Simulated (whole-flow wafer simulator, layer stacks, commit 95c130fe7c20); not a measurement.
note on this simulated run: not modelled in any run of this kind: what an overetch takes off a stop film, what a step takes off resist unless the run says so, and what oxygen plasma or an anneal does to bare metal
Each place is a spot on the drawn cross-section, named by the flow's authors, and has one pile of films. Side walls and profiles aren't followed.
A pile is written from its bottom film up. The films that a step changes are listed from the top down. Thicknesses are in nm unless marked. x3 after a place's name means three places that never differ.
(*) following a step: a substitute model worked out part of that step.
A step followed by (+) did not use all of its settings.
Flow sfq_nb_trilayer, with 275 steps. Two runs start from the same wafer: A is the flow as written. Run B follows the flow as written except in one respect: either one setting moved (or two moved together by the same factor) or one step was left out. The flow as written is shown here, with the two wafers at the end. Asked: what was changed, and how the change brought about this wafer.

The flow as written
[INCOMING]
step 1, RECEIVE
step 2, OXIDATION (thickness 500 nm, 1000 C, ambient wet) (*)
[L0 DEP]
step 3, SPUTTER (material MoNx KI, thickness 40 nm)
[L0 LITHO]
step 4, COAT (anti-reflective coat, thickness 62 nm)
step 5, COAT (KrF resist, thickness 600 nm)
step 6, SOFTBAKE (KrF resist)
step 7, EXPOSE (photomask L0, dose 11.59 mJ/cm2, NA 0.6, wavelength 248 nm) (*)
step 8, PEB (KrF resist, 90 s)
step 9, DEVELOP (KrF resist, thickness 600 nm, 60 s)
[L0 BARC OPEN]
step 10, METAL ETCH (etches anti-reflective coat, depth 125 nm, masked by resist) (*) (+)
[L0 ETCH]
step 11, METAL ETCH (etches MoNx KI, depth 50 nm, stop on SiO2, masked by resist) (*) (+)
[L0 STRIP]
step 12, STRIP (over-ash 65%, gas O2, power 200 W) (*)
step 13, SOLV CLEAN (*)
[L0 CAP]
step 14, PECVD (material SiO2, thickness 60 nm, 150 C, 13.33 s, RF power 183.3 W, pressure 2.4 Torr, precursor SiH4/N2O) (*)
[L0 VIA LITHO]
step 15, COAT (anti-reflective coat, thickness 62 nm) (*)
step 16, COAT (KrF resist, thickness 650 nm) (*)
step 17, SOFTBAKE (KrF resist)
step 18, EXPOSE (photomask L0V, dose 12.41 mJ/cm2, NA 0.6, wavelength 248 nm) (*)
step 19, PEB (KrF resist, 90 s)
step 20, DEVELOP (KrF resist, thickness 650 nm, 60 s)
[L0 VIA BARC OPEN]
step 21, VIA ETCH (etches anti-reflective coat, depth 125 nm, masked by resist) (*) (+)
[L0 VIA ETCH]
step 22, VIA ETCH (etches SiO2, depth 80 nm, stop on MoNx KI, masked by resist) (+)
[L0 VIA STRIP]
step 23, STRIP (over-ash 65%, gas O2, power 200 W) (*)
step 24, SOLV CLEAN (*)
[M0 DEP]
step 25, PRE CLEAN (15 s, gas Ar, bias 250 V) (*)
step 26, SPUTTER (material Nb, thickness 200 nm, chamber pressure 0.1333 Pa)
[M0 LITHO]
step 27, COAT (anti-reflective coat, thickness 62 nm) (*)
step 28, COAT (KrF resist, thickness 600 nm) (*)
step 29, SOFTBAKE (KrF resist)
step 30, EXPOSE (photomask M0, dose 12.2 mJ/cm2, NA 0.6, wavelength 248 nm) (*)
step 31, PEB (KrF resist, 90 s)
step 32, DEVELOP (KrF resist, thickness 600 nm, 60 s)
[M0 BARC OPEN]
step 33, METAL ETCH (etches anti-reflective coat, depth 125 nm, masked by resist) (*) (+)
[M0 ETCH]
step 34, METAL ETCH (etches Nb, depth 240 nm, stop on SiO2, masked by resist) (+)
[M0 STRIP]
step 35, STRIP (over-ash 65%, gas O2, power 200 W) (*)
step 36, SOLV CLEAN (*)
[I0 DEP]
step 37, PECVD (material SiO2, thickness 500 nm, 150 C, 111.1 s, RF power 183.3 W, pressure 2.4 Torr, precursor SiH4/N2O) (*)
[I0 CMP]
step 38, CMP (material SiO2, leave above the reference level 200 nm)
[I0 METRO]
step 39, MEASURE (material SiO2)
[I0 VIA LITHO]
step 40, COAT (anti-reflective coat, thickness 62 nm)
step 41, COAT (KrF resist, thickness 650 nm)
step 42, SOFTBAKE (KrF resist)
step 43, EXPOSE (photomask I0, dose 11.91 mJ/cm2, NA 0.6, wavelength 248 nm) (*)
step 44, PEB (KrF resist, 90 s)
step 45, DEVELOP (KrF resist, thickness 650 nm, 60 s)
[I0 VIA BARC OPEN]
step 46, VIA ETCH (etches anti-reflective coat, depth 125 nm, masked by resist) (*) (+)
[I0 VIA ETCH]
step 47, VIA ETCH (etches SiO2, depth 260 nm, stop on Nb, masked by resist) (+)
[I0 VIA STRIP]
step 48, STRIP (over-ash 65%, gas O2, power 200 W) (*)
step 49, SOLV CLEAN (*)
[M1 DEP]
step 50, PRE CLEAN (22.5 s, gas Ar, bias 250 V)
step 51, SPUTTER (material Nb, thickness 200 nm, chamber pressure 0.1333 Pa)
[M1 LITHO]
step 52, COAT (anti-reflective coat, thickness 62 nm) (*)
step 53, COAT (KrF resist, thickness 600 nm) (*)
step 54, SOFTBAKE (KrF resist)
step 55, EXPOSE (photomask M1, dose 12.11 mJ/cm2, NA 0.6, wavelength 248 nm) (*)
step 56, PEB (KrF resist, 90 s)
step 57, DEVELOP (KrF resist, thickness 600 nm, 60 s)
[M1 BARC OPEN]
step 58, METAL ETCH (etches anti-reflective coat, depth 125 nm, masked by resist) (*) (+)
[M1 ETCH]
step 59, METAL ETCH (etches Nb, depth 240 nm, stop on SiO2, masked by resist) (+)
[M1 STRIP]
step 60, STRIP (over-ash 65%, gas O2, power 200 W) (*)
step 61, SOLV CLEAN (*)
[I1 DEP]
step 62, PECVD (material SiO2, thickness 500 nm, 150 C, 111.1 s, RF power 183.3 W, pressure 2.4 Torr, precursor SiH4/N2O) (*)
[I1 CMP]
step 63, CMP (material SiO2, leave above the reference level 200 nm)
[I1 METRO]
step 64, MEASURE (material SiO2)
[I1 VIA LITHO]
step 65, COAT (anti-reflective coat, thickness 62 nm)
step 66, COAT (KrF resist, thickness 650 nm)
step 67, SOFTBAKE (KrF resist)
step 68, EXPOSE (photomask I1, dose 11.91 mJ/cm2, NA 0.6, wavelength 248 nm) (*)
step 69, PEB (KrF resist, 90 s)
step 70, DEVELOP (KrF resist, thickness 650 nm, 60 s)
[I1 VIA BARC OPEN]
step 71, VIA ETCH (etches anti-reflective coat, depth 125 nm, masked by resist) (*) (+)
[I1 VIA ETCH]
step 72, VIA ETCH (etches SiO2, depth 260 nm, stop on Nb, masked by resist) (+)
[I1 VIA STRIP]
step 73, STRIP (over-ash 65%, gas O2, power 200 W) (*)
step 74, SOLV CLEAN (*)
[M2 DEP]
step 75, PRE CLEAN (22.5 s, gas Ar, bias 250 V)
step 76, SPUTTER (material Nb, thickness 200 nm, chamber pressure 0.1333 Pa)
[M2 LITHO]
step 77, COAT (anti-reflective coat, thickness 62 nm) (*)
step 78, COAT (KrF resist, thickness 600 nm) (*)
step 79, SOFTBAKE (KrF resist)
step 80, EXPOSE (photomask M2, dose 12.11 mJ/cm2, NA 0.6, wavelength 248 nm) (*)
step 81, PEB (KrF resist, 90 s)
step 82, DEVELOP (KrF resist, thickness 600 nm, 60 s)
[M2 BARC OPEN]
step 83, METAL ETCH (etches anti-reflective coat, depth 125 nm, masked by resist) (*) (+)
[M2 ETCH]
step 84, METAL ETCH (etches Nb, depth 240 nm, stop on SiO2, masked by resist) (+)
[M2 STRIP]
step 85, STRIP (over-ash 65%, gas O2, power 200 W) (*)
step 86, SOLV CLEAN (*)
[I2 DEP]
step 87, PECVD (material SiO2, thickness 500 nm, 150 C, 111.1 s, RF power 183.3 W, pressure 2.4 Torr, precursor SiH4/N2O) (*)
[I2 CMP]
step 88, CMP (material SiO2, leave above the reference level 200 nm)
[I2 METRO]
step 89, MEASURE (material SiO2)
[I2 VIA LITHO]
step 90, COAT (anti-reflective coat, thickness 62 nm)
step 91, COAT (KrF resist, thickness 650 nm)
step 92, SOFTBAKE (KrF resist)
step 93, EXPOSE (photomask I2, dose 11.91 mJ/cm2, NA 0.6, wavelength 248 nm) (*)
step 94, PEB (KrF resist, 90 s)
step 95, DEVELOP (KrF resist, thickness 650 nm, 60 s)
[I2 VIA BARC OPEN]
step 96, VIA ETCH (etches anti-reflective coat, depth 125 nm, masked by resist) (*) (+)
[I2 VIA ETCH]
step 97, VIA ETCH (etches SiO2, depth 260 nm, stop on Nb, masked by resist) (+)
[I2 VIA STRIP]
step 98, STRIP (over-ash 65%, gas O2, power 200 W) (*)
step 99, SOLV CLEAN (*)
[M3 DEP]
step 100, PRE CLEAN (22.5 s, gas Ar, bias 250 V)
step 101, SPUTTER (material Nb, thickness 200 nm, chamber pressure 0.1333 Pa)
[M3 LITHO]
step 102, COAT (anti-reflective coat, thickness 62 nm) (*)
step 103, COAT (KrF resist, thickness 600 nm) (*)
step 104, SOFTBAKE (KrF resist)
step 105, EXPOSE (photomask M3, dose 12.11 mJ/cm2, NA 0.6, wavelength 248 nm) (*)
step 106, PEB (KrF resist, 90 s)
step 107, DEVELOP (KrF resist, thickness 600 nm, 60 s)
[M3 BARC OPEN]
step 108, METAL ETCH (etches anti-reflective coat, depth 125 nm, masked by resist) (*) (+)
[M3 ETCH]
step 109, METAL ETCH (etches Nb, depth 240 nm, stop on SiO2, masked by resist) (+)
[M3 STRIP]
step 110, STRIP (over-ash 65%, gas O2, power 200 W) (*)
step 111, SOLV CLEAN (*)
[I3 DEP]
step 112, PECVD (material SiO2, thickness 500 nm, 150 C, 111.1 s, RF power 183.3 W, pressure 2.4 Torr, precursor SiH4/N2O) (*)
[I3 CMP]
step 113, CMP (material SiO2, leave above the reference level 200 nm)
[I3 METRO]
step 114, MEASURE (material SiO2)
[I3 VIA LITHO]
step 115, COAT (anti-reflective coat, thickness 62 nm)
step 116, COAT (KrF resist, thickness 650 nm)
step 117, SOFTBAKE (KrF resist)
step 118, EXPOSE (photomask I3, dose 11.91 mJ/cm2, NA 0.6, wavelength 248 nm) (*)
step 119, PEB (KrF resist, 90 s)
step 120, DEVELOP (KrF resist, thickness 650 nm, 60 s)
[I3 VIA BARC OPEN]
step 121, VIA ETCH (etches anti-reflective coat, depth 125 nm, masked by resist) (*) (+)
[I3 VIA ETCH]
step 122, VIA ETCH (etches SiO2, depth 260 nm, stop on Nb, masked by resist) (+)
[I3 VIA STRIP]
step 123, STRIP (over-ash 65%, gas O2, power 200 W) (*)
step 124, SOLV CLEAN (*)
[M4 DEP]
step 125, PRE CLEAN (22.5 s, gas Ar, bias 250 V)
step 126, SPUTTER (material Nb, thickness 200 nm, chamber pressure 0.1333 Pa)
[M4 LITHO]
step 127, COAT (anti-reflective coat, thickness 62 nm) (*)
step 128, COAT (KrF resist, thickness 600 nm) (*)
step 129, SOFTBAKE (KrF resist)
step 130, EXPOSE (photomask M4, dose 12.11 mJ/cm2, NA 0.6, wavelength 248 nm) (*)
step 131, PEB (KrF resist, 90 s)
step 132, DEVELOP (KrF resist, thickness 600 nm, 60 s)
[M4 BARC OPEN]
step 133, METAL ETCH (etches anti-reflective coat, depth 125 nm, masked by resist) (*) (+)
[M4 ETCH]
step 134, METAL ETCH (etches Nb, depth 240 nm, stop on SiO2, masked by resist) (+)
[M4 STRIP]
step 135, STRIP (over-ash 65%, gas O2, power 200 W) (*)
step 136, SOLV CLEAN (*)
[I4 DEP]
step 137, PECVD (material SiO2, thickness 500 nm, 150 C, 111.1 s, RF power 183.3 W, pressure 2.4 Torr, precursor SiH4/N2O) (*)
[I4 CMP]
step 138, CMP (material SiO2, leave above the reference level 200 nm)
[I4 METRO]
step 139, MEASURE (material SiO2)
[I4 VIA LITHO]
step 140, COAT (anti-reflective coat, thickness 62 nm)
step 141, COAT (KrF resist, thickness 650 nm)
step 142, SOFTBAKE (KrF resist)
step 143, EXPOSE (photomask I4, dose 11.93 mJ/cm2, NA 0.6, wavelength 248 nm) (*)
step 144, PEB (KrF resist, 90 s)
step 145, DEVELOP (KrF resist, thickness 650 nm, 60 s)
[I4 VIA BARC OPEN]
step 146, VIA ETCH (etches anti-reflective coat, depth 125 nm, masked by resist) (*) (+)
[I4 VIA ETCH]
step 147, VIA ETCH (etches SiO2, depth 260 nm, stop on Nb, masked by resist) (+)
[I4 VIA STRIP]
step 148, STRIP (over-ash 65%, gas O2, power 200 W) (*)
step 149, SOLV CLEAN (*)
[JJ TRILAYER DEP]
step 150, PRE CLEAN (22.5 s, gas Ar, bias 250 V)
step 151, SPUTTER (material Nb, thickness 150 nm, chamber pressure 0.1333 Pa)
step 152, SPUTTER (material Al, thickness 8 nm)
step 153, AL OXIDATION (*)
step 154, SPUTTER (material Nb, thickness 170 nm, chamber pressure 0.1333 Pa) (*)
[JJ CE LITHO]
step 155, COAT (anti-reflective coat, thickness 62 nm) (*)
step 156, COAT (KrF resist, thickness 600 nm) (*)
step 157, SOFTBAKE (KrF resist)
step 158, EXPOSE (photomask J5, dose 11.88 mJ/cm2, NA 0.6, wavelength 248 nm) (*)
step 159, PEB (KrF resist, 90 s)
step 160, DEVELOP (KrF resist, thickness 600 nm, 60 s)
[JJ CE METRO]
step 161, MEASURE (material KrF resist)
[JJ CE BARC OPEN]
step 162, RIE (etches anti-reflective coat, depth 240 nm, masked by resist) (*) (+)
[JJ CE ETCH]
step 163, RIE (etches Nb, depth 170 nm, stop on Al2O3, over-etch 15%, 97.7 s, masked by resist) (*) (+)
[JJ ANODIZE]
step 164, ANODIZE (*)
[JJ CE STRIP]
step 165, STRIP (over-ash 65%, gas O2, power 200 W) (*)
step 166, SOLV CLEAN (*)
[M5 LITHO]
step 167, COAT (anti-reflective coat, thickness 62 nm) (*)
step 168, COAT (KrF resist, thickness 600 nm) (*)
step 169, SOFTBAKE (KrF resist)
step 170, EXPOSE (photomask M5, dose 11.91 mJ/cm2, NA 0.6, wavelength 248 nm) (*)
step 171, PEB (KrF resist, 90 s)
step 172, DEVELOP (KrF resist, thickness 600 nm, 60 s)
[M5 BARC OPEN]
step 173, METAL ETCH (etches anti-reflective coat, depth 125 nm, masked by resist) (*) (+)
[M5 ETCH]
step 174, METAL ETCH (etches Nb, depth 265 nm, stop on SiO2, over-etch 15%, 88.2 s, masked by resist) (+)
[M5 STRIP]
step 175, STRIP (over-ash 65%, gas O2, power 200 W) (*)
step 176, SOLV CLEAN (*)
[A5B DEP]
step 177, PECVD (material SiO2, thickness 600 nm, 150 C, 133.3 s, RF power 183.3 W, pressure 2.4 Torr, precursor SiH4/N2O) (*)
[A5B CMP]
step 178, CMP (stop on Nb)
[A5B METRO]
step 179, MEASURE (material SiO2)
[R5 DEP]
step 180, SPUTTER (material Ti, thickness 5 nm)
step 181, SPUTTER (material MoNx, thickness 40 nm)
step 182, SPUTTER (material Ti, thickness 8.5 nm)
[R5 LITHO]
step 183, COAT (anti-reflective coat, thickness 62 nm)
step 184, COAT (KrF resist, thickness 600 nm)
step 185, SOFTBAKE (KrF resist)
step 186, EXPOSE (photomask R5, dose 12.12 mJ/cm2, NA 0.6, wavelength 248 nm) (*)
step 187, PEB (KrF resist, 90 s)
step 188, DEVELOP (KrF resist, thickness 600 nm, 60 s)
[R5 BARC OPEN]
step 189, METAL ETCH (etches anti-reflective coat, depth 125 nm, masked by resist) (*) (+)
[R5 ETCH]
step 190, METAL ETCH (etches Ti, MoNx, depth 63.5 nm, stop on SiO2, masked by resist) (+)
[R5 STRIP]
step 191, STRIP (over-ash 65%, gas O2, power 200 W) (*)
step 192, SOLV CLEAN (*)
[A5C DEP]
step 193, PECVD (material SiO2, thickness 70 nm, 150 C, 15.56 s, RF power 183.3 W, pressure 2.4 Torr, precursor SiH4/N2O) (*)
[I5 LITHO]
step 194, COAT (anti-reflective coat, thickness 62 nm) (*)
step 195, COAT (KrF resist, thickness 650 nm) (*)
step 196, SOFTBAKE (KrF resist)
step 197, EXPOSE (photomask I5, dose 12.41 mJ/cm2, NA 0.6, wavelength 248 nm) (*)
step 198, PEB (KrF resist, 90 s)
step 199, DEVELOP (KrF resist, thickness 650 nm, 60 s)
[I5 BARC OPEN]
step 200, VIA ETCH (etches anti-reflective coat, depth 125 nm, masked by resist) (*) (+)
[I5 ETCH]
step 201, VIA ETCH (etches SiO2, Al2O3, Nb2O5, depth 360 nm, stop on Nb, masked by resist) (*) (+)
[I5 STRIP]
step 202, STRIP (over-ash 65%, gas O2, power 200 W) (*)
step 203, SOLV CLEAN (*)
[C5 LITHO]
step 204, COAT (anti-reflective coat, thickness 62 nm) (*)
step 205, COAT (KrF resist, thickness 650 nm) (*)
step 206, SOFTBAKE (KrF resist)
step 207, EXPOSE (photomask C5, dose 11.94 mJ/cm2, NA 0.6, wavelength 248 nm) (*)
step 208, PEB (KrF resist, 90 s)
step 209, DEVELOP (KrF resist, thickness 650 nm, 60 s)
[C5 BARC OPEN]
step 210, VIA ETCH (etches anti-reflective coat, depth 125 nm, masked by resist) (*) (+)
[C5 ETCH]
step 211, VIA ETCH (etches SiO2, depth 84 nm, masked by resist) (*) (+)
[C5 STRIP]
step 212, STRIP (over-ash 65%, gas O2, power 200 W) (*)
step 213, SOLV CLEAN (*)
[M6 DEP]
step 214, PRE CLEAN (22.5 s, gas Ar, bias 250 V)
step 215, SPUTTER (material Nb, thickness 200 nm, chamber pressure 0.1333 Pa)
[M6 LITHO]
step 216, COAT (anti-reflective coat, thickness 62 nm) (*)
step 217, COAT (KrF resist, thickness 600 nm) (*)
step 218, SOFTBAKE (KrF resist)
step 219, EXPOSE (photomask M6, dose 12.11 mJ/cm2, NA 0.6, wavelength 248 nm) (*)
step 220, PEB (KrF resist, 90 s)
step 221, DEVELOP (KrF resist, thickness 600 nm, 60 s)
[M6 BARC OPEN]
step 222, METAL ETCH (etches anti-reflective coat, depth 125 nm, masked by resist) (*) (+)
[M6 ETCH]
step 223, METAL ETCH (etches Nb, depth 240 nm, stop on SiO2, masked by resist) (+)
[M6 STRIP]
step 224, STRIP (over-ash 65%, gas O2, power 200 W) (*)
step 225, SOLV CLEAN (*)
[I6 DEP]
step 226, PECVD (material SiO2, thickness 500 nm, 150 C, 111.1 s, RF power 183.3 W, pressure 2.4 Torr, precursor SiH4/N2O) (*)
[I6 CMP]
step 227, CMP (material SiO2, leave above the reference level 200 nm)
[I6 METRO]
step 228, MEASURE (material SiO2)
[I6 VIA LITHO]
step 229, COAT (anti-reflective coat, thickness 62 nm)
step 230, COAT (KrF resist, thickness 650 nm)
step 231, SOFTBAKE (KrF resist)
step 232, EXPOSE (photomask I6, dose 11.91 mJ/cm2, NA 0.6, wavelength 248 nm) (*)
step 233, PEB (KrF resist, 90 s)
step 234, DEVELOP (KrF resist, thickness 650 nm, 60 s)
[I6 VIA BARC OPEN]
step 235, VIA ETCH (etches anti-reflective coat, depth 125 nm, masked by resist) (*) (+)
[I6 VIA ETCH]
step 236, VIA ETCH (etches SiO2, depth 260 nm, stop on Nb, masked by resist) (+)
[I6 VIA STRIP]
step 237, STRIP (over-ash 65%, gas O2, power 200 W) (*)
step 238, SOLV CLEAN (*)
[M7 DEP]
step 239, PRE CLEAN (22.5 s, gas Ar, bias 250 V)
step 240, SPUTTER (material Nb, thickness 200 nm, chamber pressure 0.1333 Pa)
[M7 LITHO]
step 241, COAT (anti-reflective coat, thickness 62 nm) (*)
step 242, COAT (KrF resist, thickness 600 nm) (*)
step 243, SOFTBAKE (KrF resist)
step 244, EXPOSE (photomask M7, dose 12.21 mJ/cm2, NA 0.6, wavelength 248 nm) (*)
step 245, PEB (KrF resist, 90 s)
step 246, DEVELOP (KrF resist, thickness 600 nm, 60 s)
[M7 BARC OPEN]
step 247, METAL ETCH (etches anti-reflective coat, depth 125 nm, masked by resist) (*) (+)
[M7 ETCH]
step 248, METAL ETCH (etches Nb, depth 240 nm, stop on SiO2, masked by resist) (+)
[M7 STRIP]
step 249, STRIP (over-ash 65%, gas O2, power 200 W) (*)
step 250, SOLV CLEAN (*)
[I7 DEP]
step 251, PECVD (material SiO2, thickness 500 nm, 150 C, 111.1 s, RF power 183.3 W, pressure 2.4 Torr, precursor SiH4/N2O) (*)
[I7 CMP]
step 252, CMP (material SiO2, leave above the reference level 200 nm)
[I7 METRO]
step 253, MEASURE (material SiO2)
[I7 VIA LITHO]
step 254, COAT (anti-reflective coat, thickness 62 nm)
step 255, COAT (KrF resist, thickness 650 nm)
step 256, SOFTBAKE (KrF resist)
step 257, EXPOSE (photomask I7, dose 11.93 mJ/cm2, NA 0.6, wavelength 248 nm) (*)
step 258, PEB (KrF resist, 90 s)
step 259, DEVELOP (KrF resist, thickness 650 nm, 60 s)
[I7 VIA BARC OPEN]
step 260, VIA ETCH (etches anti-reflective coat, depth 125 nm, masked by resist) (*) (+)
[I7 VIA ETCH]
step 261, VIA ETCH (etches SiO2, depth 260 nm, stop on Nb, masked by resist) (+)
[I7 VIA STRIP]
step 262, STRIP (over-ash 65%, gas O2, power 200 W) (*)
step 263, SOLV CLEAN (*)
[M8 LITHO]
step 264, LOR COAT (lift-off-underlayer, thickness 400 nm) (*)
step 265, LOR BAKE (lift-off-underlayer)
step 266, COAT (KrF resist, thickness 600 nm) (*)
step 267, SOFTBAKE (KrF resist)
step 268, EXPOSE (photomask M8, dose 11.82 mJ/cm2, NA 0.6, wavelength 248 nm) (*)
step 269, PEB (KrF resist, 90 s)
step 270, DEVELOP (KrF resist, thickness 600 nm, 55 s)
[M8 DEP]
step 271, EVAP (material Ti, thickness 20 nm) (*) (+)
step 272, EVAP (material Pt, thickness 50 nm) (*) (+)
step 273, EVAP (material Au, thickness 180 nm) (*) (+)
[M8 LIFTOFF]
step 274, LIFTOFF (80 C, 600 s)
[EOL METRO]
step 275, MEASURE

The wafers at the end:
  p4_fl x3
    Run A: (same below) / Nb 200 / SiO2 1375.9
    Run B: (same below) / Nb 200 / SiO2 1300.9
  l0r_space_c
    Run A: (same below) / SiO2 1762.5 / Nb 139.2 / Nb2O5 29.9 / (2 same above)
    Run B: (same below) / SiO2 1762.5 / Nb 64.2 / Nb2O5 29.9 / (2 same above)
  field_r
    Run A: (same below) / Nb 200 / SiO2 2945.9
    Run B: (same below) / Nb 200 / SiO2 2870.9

What caused this: step 151, SPUTTER: thickness 75 nm was run, whereas the flow has thickness 150 nm.

The path from the change to this, step by step:
  step 151, SPUTTER (material Nb, thickness 150 nm, chamber pressure 0.1333 Pa)
      field_l, v_sur, via_sp and 100 more: A +150 Nb (new film) | B +75 Nb (new film)
      via_wl, via_wr: A +130.4 Nb | B +53.6 Nb
      (and at 1 other place as well)
  step 154, SPUTTER (material Nb, thickness 170 nm, chamber pressure 0.1333 Pa) (*)
      via_w: A +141 Nb (new film) | B +145.3 Nb (new film)
  step 155, COAT (anti-reflective coat, thickness 62 nm) (*)
      via_wl, via_wr: A +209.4 anti-reflective coat (new film) | B +219.4 anti-reflective coat (new film)
  step 162, RIE (etches anti-reflective coat, depth 240 nm, masked by resist) (*) (+)
      ce_l, c5j, ce_r, wl_jj: A -209.4 KrF resist | B -219.4 KrF resist
      via_wl, via_wr: A -209.4 anti-reflective coat (all of it) | B -219.4 anti-reflective coat (all of it)
  step 163, RIE (etches Nb, depth 170 nm, stop on Al2O3, over-etch 15%, 97.7 s, masked by resist) (*) (+)
      via_w: A -141 Nb (all of it), -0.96 Al2O3 (all of it) | B -145.3 Nb (all of it), -0.96 Al2O3 (all of it)
  step 164, ANODIZE (*)
      via_wl, via_wr: A +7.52 Al2O3 (new film), +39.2 Nb2O5 (new film), -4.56 Al (all of it), -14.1 Nb | B +8.28 Al2O3 (new film), +37.8 Nb2O5 (new film), -5.02 Al (all of it), -13.6 Nb
      via_w: A +10.8 Al2O3 (new film), +33.3 Nb2O5 (new film), -6.54 Al (all of it), -12 Nb | B +11.2 Al2O3 (new film), +32.6 Nb2O5 (new film), -6.78 Al (all of it), -11.7 Nb
  step 165, STRIP (over-ash 65%, gas O2, power 200 W) (*)
      c5j, ce_r: A -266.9 KrF resist (all of it), -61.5 anti-reflective coat (all of it) | B -257 KrF resist (all of it), -61.5 anti-reflective coat (all of it)
      ce_l: A -266.8 KrF resist (all of it), -61.4 anti-reflective coat (all of it) | B -256.9 KrF resist (all of it), -61.5 anti-reflective coat (all of it)
      (and at 1 other place as well)
  step 167, COAT (anti-reflective coat, thickness 62 nm) (*)
      via_w: A +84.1 anti-reflective coat (new film) | B +78.5 anti-reflective coat (new film)
      ce_l: A +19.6 anti-reflective coat (new film) | B +18.8 anti-reflective coat (new film)
      (and at 1 other place as well)
  step 174, METAL ETCH (etches Nb, depth 265 nm, stop on SiO2, over-etch 15%, 88.2 s, masked by resist) (+)
      field_l, r_sur, res and 50 more: A -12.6 Al2O3 (all of it), -29.9 Nb2O5 (all of it), -139.2 Nb (all of it), -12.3 SiO2 | B -12.6 Al2O3 (all of it), -29.9 Nb2O5 (all of it), -64.2 Nb (all of it), -19.8 SiO2
  step 175, STRIP (over-ash 65%, gas O2, power 200 W) (*)
      via_w: A -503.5 KrF resist (all of it), -84.1 anti-reflective coat (all of it) | B -496.6 KrF resist (all of it), -78.5 anti-reflective coat (all of it)
      ce_l: A -299.6 KrF resist (all of it), -19.6 anti-reflective coat (all of it) | B -300.4 KrF resist (all of it), -18.8 anti-reflective coat (all of it)
      (and at 1 other place as well)
  step 178, CMP (stop on Nb)
      field_l, p4_fl x3, p4_w1 x9 and 29 more: A -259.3 SiO2 | B -326.8 SiO2
      r_sur, res, r_end, moat, field_r, lsp_l: A -252.3 SiO2 | B -326.8 SiO2
      (and at 8 other places as well)
